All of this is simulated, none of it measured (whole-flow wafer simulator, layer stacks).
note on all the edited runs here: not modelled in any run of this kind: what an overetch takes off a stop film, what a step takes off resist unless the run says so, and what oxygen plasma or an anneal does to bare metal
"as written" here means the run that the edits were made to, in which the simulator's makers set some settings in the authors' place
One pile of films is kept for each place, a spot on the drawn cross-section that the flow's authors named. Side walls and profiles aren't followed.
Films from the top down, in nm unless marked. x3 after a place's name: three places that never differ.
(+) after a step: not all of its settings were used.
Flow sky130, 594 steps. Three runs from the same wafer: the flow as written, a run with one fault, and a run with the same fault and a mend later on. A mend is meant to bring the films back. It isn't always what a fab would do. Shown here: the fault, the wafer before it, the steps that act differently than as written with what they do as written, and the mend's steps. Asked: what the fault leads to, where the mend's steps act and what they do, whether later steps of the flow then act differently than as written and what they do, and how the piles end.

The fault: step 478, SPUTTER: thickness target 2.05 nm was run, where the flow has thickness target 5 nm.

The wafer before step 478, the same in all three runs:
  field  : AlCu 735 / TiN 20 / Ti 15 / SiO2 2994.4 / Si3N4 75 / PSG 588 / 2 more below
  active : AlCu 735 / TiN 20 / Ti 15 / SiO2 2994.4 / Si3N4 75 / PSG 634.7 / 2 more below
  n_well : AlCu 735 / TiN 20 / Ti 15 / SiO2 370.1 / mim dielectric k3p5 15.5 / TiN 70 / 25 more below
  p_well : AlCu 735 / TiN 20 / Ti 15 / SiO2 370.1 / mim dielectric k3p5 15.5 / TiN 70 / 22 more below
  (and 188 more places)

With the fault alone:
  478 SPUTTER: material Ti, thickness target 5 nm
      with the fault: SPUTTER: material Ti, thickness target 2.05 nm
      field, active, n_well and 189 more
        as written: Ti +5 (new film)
        with the fault: Ti +2.05 (new film)
  Later steps of the flow that act differently than as written (15 more steps differ only slightly, by at most 2% or 0.5 nm, whichever is larger, and aren't shown):
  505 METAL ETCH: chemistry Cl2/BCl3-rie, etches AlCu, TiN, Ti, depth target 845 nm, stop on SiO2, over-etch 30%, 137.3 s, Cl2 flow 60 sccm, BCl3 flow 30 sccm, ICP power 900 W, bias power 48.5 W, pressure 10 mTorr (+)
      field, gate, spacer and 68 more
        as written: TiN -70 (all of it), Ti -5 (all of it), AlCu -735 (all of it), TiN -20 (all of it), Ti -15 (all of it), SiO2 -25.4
        with the fault: TiN -70 (all of it), Ti -2.05 (all of it), AlCu -735 (all of it), TiN -20 (all of it), Ti -15 (all of it), SiO2 -25.6
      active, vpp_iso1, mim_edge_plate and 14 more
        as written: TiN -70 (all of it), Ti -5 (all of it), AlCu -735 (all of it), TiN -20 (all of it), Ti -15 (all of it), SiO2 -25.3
        with the fault: TiN -70 (all of it), Ti -2.05 (all of it), AlCu -735 (all of it), TiN -20 (all of it), Ti -15 (all of it), SiO2 -25.6
  At the end the piles differ from the flow's by more than 2% or 0.5 nm, whichever is larger, at n_well, p_well, gate_hv and 102 more.
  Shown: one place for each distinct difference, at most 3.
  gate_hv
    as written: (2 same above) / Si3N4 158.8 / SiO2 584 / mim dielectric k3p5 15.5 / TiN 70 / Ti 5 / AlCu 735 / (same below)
    with the fault: (2 same above) / Si3N4 158.8 / SiO2 586.9 / mim dielectric k3p5 15.5 / TiN 70 / Ti 2.05 / AlCu 735 / (same below)
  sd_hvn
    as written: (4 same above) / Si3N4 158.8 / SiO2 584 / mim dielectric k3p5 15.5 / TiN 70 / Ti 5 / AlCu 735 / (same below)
    with the fault: (4 same above) / Si3N4 158.8 / SiO2 586.9 / mim dielectric k3p5 15.5 / TiN 70 / Ti 2.05 / AlCu 735 / (same below)
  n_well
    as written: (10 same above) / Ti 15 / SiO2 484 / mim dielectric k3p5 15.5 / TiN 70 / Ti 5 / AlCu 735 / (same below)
    with the fault: (10 same above) / Ti 15 / SiO2 487 / mim dielectric k3p5 15.5 / TiN 70 / Ti 2.05 / AlCu 735 / (same below)

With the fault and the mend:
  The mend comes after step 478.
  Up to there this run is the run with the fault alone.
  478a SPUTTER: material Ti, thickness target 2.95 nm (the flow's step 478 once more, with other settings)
      field, active, n_well and 189 more
        Ti +2.95
  No later step of the flow acts differently than as written at any place that is followed.
  At the end the piles are the same as the flow's at every place that both follow.
